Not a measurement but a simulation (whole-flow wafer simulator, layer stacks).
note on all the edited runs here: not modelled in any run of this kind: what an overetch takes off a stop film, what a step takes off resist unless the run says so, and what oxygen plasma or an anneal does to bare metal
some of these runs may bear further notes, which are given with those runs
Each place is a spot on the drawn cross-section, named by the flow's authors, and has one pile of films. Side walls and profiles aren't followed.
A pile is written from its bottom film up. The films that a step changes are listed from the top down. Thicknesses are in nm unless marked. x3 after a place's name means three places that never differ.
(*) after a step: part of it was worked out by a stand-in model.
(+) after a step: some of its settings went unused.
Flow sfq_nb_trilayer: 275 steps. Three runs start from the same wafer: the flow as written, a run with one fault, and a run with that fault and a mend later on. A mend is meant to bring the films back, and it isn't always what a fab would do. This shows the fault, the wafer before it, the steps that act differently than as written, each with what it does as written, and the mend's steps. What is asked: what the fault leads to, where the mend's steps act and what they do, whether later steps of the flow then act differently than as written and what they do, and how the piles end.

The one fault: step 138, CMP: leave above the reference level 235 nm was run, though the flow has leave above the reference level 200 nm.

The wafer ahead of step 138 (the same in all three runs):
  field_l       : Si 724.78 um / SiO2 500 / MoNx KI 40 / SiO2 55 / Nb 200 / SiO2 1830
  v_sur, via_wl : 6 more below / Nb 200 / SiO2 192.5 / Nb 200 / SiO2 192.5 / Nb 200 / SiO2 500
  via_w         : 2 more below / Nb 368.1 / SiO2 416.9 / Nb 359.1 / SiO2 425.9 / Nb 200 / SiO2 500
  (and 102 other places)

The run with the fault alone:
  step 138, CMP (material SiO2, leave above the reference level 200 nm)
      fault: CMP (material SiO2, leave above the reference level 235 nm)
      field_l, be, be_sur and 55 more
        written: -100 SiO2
        fault: -65 SiO2
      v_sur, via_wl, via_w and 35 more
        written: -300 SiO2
        fault: -265 SiO2
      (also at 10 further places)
  Steps further on in the flow that do not act as written (not shown: 5 more steps that differ only slightly, by at most 2% or 0.5 nm, whichever is larger):
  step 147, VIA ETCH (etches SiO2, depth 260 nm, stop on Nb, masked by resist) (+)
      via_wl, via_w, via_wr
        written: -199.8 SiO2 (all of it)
        fault: -234.8 SiO2 (all of it)
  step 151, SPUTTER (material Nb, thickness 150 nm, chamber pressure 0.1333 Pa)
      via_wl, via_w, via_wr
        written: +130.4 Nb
        fault: +126.3 Nb
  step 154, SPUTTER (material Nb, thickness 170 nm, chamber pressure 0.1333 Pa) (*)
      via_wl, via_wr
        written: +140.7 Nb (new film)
        fault: +134.6 Nb (new film)
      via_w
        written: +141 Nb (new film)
        fault: +134.9 Nb (new film)
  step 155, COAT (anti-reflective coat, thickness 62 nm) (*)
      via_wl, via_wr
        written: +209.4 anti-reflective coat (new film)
        fault: +245 anti-reflective coat (new film)
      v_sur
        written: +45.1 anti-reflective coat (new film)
        fault: +43.8 anti-reflective coat (new film)
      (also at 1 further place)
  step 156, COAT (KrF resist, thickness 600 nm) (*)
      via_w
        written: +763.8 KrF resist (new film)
        fault: +796 KrF resist (new film)
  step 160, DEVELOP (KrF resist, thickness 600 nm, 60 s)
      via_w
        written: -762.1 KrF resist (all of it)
        fault: -794.3 KrF resist (all of it)
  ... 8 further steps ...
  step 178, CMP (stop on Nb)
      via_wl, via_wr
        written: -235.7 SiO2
        fault: -227.2 SiO2
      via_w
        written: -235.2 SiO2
        fault: -227.2 SiO2
  The piles end different from the flow's at v_sur, via_wl, via_w and 36 more by more than 2% or 0.5 nm, whichever is larger.
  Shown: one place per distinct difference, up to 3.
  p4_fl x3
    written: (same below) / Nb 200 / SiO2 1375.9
    fault: (same below) / Nb 200 / SiO2 1410.9
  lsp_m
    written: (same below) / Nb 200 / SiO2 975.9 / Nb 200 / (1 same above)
    fault: (same below) / Nb 200 / SiO2 1010.9 / Nb 200 / (1 same above)
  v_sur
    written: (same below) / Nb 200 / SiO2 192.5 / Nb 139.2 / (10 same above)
    fault: (same below) / Nb 200 / SiO2 227.5 / Nb 139.2 / (10 same above)

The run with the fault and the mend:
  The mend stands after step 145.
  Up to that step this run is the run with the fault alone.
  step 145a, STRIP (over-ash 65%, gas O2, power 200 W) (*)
      field_l, v_sur, via_sp and 100 more
        -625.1 KrF resist (all of it), -62 anti-reflective coat (all of it)
      via_wl, via_w, via_wr
        -62 anti-reflective coat (all of it)
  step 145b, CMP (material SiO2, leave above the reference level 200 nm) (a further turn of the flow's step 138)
      field_l, v_sur, via_wl and 103 more
        -35 SiO2
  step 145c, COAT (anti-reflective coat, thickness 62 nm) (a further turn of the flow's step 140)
      field_l, v_sur, via_wl and 103 more
        +62 anti-reflective coat (new film)
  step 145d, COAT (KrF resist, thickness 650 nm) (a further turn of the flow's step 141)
      field_l, v_sur, via_wl and 103 more
        +650 KrF resist (new film)
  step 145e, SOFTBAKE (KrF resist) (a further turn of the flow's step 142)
      leaves every film unchanged at each place that is followed
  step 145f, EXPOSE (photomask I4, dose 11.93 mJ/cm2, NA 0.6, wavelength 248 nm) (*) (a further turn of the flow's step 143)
      leaves every film unchanged at each place that is followed
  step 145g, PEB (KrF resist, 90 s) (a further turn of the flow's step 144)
      field_l, v_sur, via_wl and 103 more
        -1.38 KrF resist
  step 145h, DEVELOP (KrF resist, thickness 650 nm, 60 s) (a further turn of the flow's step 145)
      field_l, v_sur, via_sp and 100 more
        -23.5 KrF resist
      via_wl, via_w, via_wr
        -648.6 KrF resist (all of it)
  Later steps of the flow that are run all act as written at every place that is followed.
  The piles end the same as the flow's at every place that both follow.
